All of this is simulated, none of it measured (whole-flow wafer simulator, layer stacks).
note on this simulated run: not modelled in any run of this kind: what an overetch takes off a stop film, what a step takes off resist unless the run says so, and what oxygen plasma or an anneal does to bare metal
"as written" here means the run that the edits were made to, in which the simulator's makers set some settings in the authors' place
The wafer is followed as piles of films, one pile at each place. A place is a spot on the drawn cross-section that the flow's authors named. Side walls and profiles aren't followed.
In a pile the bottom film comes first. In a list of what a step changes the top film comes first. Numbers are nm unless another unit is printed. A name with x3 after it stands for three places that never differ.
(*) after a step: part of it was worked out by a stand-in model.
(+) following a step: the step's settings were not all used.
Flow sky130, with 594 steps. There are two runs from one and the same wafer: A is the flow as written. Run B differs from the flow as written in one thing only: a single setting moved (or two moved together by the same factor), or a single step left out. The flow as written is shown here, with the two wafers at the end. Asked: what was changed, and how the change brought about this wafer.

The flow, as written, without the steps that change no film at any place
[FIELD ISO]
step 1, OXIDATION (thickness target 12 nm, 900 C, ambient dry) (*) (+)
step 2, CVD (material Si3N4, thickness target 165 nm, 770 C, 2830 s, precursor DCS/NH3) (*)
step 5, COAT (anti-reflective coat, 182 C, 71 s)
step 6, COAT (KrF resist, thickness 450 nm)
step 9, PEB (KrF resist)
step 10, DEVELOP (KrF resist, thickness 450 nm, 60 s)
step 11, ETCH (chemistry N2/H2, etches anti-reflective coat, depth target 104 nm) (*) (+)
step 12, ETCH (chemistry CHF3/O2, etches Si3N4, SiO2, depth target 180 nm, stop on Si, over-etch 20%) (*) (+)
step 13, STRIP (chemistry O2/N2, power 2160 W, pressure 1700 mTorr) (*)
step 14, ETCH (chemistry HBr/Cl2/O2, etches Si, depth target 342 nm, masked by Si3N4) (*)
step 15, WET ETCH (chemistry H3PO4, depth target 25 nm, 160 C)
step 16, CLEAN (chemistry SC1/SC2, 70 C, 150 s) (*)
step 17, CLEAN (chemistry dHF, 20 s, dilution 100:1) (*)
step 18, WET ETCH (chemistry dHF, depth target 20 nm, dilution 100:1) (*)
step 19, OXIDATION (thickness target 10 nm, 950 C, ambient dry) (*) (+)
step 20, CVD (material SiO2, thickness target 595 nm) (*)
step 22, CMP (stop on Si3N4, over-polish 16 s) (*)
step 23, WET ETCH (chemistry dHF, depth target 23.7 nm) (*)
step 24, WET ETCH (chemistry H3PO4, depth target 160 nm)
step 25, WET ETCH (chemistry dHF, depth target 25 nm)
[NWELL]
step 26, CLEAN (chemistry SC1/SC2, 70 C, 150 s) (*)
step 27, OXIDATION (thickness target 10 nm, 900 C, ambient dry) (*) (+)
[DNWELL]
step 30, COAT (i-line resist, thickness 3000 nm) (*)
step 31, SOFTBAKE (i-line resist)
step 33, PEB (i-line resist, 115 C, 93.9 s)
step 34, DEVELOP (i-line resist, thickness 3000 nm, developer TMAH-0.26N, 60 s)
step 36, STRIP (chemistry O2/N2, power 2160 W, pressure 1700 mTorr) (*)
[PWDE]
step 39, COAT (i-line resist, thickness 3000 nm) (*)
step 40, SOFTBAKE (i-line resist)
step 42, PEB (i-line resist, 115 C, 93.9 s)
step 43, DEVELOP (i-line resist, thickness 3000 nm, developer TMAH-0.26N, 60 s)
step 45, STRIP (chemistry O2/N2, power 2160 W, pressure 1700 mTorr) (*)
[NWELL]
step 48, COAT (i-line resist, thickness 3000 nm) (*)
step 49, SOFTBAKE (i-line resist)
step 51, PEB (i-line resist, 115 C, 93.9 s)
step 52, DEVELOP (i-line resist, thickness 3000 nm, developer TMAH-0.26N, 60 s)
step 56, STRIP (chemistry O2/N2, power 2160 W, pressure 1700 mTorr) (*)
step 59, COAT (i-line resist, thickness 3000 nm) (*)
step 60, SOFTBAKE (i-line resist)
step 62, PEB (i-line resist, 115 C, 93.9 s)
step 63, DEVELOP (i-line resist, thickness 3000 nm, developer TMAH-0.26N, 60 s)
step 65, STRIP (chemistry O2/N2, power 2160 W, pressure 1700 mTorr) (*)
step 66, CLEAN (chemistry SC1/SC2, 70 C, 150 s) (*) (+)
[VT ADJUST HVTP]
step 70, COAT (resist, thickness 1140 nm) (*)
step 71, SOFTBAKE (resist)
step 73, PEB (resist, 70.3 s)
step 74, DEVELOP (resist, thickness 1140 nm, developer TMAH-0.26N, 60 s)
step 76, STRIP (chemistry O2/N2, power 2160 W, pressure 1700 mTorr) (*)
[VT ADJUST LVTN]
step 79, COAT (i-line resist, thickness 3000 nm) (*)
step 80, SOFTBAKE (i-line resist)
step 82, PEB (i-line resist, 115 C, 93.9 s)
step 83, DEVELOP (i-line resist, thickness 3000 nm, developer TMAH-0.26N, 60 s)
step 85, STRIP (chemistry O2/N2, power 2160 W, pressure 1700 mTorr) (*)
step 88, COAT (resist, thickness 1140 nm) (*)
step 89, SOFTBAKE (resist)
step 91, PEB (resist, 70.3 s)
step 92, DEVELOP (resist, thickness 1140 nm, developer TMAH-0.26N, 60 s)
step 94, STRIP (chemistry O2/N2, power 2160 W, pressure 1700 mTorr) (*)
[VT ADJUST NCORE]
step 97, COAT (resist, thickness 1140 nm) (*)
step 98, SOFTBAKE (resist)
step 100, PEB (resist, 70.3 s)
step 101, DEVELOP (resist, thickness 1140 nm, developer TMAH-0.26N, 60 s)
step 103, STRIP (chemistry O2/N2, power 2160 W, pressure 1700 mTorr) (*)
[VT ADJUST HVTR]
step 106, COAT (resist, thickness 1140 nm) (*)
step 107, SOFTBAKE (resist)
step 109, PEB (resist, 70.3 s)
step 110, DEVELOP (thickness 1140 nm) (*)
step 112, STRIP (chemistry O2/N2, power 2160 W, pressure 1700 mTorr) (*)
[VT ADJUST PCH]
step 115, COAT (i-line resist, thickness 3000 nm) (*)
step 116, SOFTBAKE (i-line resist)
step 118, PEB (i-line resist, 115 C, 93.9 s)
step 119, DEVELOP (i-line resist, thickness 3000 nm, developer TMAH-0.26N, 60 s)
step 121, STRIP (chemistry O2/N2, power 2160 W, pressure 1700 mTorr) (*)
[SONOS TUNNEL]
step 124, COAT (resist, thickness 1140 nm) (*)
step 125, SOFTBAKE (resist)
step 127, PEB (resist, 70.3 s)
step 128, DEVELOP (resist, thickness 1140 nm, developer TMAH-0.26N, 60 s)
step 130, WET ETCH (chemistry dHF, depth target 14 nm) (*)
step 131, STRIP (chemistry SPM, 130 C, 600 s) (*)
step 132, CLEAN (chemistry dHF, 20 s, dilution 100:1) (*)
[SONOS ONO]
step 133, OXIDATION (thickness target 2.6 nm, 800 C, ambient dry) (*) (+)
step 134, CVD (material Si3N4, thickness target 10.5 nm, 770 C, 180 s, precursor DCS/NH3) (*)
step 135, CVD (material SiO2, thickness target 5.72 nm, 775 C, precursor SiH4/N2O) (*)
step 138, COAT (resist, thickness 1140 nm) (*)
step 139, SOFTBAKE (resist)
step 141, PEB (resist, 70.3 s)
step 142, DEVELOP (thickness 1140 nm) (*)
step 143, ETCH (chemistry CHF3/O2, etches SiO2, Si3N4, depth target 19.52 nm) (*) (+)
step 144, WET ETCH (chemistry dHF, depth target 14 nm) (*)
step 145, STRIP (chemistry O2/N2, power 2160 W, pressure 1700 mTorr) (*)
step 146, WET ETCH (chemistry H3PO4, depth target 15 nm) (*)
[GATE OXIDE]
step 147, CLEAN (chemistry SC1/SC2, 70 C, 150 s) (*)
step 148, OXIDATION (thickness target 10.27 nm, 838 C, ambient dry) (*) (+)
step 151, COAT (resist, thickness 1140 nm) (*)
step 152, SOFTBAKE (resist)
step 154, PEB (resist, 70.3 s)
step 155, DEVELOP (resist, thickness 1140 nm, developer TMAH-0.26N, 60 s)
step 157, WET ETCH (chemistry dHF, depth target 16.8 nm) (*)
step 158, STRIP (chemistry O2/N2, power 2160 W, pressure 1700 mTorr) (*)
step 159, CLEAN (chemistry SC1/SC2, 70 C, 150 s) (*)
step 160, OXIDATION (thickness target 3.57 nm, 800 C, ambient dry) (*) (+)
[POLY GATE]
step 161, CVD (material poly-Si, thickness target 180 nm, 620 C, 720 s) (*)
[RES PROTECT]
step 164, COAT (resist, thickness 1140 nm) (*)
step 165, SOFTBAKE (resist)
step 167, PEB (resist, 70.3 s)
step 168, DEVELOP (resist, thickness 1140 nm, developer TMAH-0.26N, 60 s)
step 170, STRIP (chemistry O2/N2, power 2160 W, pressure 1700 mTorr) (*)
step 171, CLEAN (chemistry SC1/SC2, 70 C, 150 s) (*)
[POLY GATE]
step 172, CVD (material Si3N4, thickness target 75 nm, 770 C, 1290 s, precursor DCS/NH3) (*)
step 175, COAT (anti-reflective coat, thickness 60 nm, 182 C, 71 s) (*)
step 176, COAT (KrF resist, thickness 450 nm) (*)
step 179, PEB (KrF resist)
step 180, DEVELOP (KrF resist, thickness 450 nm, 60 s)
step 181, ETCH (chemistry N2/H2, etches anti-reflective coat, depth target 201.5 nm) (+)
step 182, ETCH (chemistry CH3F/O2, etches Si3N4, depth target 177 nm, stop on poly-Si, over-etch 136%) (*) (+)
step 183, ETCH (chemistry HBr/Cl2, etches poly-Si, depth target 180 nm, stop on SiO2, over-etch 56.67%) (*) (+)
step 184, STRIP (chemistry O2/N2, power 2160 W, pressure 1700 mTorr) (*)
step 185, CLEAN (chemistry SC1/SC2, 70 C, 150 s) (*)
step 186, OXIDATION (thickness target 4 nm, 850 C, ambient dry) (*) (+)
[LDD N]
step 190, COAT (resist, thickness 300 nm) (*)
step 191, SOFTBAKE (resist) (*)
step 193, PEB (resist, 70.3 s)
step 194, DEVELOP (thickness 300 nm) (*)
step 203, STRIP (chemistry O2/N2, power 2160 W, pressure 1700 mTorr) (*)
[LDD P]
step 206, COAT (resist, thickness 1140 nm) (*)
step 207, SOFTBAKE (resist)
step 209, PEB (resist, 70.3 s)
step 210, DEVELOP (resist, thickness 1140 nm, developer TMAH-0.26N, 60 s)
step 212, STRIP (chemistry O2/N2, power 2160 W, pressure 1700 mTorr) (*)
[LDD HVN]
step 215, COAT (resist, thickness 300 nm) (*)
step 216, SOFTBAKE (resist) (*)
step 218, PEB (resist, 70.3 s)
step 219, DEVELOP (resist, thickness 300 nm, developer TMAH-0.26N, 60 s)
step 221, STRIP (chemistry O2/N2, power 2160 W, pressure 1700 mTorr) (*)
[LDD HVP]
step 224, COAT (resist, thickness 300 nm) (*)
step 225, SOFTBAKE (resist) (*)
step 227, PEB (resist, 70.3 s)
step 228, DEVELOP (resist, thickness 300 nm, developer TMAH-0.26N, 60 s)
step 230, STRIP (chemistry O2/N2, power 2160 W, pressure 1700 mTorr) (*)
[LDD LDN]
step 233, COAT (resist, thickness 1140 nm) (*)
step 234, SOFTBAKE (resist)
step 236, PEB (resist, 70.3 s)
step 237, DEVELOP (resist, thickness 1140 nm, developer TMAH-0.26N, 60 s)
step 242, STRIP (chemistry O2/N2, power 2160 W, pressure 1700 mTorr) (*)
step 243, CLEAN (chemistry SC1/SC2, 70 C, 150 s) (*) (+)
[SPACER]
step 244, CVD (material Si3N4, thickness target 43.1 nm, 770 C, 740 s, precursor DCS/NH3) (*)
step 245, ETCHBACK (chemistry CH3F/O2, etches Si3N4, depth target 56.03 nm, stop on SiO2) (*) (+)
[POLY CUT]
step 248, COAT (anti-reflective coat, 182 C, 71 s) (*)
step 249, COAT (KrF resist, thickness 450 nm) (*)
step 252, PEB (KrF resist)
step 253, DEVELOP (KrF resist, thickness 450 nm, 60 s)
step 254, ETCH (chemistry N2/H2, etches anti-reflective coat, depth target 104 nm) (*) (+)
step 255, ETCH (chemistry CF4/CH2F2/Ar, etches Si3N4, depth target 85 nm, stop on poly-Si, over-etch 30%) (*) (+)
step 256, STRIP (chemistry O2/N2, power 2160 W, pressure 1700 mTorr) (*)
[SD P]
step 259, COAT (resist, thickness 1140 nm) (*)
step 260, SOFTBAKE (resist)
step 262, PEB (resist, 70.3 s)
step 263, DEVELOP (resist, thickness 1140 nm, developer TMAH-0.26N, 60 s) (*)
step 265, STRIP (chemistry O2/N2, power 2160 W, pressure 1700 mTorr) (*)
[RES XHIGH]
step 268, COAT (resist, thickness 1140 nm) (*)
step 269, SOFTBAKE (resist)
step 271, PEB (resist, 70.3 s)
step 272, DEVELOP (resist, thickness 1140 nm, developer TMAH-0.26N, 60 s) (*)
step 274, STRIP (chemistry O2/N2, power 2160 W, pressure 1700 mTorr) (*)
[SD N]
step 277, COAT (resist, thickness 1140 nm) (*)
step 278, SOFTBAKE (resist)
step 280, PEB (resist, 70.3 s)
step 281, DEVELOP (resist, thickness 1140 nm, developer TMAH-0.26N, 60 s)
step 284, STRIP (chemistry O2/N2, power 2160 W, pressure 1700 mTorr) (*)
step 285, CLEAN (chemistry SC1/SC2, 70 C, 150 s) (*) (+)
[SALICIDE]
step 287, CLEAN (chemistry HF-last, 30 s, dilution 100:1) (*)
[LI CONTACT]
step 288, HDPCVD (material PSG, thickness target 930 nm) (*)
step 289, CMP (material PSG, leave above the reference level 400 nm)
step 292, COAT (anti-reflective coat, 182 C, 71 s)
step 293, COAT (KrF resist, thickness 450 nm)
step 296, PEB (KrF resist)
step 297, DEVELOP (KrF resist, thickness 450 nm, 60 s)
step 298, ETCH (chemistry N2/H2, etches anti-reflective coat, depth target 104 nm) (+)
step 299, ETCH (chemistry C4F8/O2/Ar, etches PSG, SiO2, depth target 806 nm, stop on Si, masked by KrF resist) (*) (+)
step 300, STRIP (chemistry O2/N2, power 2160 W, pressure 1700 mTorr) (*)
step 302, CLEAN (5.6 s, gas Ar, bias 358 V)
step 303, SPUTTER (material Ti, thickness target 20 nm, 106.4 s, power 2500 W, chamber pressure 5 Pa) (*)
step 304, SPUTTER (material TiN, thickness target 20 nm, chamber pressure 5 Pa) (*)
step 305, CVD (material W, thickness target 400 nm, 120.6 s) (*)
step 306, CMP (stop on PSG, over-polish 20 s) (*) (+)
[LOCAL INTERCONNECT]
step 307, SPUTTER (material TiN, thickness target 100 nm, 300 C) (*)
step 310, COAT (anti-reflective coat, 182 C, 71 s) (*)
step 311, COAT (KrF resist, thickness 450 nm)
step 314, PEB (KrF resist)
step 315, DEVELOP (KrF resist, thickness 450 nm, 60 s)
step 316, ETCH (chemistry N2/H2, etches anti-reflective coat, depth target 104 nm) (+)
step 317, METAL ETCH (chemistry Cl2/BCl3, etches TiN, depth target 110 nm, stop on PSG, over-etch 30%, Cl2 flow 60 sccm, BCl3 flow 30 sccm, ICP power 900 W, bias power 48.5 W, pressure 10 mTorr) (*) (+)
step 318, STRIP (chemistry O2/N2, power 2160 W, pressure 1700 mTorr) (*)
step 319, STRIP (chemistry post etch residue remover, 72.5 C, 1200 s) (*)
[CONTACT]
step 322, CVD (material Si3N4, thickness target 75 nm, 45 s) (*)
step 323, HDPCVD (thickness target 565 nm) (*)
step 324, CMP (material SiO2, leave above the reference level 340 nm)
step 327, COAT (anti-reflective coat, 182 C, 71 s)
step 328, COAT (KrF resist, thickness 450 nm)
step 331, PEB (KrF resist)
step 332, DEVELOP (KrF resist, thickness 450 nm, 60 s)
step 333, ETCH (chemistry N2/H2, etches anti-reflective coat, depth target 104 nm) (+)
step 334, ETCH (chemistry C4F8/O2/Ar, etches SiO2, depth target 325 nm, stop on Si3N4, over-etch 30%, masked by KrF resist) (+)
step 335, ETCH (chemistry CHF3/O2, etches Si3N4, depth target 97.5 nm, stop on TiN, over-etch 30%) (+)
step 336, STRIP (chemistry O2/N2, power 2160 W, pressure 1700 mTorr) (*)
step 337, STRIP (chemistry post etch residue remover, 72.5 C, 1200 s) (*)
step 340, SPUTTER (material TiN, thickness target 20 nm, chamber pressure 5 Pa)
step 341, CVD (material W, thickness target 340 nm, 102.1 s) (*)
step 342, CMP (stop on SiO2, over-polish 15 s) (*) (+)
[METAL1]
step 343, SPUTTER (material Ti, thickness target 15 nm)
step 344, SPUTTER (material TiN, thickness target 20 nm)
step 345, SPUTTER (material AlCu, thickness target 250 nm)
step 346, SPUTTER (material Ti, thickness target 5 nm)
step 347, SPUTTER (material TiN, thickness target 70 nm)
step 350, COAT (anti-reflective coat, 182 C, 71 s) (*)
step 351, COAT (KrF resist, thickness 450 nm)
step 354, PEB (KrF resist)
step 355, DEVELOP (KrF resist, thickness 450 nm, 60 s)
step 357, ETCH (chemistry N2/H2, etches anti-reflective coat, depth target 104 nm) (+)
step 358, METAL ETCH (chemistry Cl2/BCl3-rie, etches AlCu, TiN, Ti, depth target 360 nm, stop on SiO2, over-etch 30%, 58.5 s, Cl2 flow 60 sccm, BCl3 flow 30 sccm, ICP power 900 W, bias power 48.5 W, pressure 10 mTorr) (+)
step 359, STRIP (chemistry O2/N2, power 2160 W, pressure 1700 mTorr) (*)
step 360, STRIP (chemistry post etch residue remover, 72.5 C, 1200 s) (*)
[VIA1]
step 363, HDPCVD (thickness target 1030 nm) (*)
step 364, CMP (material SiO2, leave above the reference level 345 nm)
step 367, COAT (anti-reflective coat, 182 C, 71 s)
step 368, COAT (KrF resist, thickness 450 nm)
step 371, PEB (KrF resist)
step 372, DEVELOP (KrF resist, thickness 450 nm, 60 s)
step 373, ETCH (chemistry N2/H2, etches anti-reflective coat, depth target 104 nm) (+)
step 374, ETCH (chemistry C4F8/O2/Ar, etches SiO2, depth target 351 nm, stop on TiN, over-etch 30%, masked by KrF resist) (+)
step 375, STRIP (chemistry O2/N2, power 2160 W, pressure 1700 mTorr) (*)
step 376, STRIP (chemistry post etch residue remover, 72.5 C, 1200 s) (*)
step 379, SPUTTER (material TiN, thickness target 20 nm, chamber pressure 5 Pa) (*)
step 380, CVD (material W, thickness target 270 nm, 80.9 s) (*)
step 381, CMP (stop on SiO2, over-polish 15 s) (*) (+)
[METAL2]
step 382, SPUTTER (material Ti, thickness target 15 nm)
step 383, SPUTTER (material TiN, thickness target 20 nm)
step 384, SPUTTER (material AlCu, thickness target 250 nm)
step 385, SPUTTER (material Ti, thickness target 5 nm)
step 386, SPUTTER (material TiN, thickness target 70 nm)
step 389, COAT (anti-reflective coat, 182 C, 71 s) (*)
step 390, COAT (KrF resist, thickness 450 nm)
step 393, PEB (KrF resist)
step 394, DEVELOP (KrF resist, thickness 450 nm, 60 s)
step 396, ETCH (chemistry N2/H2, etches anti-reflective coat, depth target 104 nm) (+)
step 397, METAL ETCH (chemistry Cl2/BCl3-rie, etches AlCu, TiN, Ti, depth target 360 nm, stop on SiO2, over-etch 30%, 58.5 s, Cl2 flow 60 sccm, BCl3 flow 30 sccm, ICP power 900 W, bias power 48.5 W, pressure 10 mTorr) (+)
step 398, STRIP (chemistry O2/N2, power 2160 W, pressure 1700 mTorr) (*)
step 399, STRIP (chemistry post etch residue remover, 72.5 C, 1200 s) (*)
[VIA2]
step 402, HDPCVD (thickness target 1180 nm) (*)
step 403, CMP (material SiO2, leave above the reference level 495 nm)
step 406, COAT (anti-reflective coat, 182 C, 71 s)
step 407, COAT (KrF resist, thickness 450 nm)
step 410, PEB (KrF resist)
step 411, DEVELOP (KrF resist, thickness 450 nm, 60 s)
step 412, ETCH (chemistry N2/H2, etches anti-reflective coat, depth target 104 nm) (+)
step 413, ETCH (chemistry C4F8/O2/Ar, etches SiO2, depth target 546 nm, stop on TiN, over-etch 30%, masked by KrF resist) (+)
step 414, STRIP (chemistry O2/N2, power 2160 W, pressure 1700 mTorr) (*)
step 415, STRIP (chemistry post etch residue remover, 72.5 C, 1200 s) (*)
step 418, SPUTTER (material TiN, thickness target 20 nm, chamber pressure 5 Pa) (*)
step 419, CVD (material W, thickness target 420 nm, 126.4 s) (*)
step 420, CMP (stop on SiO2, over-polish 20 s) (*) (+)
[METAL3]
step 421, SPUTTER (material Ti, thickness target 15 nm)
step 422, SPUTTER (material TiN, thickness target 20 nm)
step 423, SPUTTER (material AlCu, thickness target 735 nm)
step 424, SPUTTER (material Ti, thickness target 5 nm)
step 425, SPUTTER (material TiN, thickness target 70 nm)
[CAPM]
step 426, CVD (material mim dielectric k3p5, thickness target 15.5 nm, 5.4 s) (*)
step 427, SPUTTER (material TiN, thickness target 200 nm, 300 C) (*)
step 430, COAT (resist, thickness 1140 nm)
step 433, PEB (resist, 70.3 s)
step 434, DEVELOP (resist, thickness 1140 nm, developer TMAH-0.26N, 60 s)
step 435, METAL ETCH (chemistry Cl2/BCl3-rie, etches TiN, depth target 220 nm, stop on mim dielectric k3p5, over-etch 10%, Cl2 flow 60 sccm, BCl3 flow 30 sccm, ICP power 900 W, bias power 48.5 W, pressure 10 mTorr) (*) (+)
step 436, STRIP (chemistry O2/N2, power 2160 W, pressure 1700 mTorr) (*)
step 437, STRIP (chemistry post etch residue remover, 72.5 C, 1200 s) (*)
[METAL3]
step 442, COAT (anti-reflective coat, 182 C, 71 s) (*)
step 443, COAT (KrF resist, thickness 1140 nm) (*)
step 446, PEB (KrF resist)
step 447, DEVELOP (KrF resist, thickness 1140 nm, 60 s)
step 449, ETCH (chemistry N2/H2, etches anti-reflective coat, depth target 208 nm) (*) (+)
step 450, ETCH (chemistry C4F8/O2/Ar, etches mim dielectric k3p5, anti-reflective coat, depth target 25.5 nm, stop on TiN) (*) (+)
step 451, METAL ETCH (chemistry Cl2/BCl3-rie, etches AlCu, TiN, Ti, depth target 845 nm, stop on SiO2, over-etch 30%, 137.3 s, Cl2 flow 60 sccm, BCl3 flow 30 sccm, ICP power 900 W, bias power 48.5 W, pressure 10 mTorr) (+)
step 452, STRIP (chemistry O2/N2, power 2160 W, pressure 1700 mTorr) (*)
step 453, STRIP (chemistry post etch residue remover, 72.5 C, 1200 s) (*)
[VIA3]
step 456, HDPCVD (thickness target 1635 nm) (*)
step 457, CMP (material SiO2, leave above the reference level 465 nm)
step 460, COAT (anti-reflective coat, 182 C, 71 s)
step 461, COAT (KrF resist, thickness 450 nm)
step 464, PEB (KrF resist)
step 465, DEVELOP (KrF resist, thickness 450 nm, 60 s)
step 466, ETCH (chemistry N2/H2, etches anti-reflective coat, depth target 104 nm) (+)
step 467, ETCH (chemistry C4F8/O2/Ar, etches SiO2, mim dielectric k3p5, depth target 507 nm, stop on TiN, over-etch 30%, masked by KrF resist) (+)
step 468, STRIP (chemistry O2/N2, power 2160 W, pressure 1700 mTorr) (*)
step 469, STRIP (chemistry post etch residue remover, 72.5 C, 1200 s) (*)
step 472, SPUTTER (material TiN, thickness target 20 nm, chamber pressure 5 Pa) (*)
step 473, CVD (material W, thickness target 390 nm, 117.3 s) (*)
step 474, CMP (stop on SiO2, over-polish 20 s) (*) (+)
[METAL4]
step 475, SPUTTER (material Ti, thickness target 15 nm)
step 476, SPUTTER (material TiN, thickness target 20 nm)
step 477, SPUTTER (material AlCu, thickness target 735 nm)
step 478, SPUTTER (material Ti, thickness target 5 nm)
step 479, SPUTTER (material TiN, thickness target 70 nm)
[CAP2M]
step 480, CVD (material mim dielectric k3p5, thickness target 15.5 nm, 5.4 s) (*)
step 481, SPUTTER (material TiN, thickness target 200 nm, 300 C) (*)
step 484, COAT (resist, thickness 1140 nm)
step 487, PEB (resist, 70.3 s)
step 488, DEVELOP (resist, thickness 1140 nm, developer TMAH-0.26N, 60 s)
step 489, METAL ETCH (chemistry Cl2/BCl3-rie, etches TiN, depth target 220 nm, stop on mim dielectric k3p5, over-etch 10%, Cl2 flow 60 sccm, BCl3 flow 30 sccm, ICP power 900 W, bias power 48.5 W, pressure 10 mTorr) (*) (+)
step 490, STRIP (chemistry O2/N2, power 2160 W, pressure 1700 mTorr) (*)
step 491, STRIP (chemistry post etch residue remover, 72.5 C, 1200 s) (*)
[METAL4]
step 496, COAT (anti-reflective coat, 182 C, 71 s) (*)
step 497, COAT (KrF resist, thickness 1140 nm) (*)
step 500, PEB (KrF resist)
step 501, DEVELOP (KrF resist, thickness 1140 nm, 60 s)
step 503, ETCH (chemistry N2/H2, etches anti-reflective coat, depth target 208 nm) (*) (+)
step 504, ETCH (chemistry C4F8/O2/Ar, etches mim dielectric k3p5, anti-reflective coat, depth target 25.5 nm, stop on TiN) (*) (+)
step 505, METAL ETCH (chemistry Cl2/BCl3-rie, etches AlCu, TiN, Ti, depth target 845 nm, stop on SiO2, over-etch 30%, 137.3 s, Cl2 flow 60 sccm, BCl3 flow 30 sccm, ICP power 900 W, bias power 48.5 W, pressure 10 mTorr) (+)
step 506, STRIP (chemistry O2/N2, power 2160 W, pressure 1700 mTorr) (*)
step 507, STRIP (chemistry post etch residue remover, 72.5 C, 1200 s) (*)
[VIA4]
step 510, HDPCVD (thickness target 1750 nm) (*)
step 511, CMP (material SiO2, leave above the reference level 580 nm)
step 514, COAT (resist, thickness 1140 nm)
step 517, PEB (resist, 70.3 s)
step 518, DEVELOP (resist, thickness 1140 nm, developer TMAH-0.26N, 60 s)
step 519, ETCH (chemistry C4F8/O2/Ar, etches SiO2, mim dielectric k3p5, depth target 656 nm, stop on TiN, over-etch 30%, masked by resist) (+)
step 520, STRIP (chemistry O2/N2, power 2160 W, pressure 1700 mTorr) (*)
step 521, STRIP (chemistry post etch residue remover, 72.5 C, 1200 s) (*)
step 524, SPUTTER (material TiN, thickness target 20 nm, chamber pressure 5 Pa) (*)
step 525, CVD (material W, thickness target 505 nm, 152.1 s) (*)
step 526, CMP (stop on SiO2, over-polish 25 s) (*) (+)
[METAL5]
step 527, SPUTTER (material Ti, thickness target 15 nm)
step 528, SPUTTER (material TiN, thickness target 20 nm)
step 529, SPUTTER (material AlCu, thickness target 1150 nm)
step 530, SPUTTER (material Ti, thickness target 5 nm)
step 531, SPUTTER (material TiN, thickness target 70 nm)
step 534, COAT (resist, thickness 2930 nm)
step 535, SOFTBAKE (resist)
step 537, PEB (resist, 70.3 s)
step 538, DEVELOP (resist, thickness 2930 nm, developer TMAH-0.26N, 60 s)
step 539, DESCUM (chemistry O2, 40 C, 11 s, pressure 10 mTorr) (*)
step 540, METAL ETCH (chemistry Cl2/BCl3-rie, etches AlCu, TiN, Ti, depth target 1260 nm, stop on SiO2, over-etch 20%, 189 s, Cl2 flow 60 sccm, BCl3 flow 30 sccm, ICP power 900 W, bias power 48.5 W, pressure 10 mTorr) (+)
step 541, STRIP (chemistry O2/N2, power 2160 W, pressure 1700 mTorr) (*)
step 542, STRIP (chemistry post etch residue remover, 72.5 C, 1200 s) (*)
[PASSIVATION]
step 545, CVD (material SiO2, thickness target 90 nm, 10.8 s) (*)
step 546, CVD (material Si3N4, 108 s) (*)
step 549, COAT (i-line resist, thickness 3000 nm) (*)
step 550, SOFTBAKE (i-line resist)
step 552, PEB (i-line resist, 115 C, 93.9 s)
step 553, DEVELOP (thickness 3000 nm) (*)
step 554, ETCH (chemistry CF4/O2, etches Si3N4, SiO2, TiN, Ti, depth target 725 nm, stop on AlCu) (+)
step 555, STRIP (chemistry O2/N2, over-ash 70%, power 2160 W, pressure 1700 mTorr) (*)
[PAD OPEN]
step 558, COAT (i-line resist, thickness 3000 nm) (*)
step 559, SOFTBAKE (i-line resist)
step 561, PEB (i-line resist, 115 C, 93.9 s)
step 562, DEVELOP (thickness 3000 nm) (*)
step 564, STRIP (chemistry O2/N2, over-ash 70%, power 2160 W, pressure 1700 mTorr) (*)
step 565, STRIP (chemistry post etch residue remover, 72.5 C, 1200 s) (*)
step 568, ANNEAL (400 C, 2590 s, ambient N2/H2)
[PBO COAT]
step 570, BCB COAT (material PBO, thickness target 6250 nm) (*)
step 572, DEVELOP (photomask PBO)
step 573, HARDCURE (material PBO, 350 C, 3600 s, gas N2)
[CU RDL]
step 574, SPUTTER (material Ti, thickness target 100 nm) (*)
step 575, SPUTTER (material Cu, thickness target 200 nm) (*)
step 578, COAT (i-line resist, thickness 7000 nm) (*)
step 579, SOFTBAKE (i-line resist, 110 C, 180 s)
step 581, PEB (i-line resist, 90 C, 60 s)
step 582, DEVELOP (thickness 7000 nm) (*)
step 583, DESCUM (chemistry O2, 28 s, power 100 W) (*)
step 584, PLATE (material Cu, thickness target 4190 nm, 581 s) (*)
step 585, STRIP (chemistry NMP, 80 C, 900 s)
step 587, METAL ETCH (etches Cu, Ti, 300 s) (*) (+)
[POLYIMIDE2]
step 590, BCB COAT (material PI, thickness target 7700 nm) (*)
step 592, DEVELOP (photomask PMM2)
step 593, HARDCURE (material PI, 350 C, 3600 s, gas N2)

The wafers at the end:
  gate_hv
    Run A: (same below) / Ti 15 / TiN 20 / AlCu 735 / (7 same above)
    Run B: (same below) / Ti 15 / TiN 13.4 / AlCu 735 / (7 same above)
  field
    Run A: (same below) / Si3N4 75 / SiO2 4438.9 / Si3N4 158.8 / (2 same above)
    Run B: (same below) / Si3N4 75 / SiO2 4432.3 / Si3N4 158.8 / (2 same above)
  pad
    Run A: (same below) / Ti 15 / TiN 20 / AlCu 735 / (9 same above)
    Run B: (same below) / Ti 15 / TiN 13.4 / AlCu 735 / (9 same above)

Cause: step 476, SPUTTER: thickness target 13.4 nm was run, while the flow as written has thickness target 20 nm.
One can read it off the wafer: gate_hv has TiN 13.4, and step 476 as written asks for 20 nm.

How this came from the change, step by step:
  step 476, SPUTTER (material TiN, thickness target 20 nm)
      field, active, n_well and 189 more: A TiN gains 20 (new film) | B TiN gains 13.4 (new film)
  step 505, METAL ETCH (chemistry Cl2/BCl3-rie, etches AlCu, TiN, Ti, depth target 845 nm, stop on SiO2, over-etch 30%, 137.3 s, Cl2 flow 60 sccm, BCl3 flow 30 sccm, ICP power 900 W, bias power 48.5 W, pressure 10 mTorr) (+)
      field, gate, spacer and 68 more: A TiN loses 70 (all of it), Ti loses 5 (all of it), AlCu loses 735 (all of it), TiN loses 20 (all of it), Ti loses 15 (all of it), SiO2 loses 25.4 | B TiN loses 70 (all of it), Ti loses 5 (all of it), AlCu loses 735 (all of it), TiN loses 13.4 (all of it), Ti loses 15 (all of it), SiO2 loses 26
      active, vpp_iso1, mim_edge_plate and 14 more: A TiN loses 70 (all of it), Ti loses 5 (all of it), AlCu loses 735 (all of it), TiN loses 20 (all of it), Ti loses 15 (all of it), SiO2 loses 25.3 | B TiN loses 70 (all of it), Ti loses 5 (all of it), AlCu loses 735 (all of it), TiN loses 13.4 (all of it), Ti loses 15 (all of it), SiO2 loses 26
